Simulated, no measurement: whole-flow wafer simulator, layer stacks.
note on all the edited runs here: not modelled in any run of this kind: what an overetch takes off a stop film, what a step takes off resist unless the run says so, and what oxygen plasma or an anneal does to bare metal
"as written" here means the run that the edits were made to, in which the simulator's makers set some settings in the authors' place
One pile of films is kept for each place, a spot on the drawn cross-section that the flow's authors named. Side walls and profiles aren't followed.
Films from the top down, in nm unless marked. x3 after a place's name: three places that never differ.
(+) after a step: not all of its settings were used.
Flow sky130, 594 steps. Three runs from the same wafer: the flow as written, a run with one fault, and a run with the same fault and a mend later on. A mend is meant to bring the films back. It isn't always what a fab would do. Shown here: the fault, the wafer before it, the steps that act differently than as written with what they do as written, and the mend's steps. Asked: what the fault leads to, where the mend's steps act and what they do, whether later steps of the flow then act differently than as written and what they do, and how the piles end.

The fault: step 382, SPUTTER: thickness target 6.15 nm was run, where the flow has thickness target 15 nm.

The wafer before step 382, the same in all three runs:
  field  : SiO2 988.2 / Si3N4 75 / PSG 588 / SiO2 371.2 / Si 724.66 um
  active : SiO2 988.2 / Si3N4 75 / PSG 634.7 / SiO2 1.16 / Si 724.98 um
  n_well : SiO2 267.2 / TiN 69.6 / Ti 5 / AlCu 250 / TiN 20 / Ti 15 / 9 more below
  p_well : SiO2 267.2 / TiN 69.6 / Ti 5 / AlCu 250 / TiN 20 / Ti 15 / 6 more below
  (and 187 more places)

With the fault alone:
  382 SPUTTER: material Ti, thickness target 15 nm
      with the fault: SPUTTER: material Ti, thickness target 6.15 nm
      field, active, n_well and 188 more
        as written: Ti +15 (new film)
        with the fault: Ti +6.15 (new film)
  Later steps of the flow that act differently than as written (17 more steps differ only slightly, by at most 2% or 0.5 nm, whichever is larger, and aren't shown):
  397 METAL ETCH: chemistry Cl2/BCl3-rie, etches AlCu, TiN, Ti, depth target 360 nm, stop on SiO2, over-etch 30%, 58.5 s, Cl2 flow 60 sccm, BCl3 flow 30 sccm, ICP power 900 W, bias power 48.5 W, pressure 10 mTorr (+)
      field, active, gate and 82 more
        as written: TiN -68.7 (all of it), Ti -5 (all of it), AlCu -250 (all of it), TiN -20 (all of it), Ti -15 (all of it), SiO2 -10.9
        with the fault: TiN -68.7 (all of it), Ti -5 (all of it), AlCu -250 (all of it), TiN -20 (all of it), Ti -6.15 (all of it), SiO2 -11.8
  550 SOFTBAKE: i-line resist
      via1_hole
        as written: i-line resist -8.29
        with the fault: i-line resist -7.42
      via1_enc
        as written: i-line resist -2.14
        with the fault: i-line resist -1.33
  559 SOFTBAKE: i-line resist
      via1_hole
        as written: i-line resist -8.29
        with the fault: i-line resist -7.42
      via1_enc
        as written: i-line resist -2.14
        with the fault: i-line resist -1.33
  At the end the piles differ from the flow's by more than 2% or 0.5 nm, whichever is larger, at n_well, p_well, gate_hv and 103 more.
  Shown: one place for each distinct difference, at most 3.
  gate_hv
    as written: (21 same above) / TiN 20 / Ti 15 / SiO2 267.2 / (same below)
    with the fault: (21 same above) / TiN 20 / Ti 6.15 / SiO2 267.2 / (same below)
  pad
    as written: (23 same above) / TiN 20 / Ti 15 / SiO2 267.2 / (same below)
    with the fault: (23 same above) / TiN 20 / Ti 6.15 / SiO2 267.2 / (same below)
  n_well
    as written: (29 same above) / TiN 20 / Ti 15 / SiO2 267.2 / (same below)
    with the fault: (29 same above) / TiN 20 / Ti 6.15 / SiO2 267.2 / (same below)

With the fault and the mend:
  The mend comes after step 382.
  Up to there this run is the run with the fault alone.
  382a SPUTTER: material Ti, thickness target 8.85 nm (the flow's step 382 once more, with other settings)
      field, active, n_well and 188 more
        Ti +8.85
  No later step of the flow acts differently than as written at any place that is followed.
  At the end the piles are the same as the flow's at every place that both follow.
